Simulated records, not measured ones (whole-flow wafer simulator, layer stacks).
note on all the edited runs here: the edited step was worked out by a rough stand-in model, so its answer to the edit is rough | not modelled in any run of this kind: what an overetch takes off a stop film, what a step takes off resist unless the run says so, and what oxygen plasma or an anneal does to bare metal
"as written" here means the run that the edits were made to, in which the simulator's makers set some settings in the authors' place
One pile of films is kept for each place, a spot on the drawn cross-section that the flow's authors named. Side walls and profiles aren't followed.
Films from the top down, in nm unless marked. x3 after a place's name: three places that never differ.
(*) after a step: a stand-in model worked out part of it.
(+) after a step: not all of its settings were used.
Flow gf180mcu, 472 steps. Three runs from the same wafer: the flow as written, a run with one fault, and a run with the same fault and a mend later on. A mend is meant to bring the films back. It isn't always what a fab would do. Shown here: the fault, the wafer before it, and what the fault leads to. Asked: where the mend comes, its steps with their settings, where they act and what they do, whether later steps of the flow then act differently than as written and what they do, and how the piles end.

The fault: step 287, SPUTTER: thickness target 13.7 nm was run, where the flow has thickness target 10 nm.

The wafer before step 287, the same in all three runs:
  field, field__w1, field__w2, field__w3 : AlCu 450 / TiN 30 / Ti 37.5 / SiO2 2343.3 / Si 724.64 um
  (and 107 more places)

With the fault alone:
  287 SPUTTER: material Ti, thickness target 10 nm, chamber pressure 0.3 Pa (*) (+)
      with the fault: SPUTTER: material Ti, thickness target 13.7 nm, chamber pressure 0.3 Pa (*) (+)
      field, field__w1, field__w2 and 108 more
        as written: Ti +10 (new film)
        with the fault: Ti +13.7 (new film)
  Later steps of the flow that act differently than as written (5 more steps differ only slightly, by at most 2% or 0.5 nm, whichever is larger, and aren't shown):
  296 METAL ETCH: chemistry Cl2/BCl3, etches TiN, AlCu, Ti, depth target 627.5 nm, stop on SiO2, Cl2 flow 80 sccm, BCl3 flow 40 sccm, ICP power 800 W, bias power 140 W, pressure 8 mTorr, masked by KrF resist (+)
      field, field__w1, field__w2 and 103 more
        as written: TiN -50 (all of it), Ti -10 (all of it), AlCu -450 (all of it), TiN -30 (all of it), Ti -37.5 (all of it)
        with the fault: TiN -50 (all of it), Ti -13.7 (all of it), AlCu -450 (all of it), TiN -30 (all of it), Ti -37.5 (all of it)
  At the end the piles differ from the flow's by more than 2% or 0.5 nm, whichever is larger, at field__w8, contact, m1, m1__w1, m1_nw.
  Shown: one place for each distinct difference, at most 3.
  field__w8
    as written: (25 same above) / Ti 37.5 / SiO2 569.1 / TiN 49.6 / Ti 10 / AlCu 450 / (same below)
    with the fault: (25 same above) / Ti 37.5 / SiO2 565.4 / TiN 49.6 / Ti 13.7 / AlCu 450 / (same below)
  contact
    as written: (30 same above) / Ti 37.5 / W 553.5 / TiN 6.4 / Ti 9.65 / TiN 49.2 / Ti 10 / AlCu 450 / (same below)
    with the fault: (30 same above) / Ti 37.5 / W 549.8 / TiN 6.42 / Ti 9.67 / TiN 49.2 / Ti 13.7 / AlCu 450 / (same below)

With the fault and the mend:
  The mend comes after step 287.
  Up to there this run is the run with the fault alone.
  287a METAL ETCH: chemistry Cl2/BCl3, etches TiN, AlCu, Ti, depth target 3.7 nm, Cl2 flow 80 sccm, BCl3 flow 40 sccm, ICP power 800 W, bias power 140 W, pressure 8 mTorr (the flow's step 260 once more, with other settings)
      field, field__w1, field__w2 and 108 more
        Ti -3.7
  No later step of the flow acts differently than as written at any place that is followed.
  At the end the piles are the same as the flow's at every place that both follow.
